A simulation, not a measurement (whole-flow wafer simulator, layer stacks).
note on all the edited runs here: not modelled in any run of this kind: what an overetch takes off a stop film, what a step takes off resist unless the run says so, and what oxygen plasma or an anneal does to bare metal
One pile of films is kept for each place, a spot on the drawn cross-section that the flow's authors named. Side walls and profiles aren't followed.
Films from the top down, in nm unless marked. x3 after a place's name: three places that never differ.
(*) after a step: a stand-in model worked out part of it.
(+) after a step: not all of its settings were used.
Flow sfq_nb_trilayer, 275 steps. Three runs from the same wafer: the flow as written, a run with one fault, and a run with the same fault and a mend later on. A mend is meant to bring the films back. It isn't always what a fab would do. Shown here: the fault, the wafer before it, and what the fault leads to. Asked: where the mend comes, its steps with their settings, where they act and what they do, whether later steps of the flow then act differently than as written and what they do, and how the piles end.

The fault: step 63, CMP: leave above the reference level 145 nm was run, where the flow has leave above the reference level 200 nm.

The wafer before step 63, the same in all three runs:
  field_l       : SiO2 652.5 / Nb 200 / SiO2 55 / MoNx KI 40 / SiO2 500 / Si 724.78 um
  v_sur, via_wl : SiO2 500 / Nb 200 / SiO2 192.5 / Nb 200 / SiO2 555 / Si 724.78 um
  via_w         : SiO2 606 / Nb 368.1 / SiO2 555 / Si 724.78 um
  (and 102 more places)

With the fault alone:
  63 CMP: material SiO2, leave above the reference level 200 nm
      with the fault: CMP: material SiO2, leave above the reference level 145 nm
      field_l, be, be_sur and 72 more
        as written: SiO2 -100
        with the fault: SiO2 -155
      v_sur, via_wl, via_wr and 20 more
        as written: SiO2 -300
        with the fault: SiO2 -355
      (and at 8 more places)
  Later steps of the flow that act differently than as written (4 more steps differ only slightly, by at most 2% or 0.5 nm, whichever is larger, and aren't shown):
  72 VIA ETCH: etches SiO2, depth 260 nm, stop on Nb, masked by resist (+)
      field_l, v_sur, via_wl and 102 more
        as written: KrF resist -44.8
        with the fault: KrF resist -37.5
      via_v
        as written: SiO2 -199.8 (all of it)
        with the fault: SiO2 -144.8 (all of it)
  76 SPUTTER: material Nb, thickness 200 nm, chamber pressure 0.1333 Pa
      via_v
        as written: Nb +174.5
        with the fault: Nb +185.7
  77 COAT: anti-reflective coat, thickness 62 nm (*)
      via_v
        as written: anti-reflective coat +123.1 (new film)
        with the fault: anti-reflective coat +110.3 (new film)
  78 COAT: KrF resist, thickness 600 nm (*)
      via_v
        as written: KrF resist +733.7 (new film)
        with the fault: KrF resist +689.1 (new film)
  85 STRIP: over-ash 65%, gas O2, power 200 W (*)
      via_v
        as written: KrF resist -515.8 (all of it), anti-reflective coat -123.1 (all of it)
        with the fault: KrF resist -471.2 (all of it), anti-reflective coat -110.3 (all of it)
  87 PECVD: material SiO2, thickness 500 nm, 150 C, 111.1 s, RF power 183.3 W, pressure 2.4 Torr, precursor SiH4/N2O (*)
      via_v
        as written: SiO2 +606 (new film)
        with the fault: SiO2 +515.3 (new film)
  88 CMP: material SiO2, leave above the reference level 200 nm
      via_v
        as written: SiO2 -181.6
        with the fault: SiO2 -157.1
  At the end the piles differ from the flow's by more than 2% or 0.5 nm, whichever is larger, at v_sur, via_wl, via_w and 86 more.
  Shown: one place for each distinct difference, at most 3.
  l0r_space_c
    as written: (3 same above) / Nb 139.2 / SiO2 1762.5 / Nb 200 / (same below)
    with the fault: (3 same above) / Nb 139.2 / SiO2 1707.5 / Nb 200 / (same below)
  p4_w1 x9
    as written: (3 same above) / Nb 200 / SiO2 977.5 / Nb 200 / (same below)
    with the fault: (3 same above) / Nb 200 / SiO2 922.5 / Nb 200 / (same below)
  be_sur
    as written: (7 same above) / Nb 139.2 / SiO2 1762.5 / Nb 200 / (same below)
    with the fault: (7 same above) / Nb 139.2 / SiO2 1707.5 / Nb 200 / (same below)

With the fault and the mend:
  The mend comes after step 64.
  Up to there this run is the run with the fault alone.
  64a PECVD: material SiO2, thickness 55 nm, 150 C, 12.22 s, RF power 183.3 W, pressure 2.4 Torr, precursor SiH4/N2O (the flow's step 62 once more, with other settings)
      field_l, v_sur, via_wl and 103 more
        SiO2 +55
  No later step of the flow acts differently than as written, at any place that is followed, by more than 2% or 0.5 nm, whichever is larger.
  At the end the piles are the same as the flow's at every place that both follow.
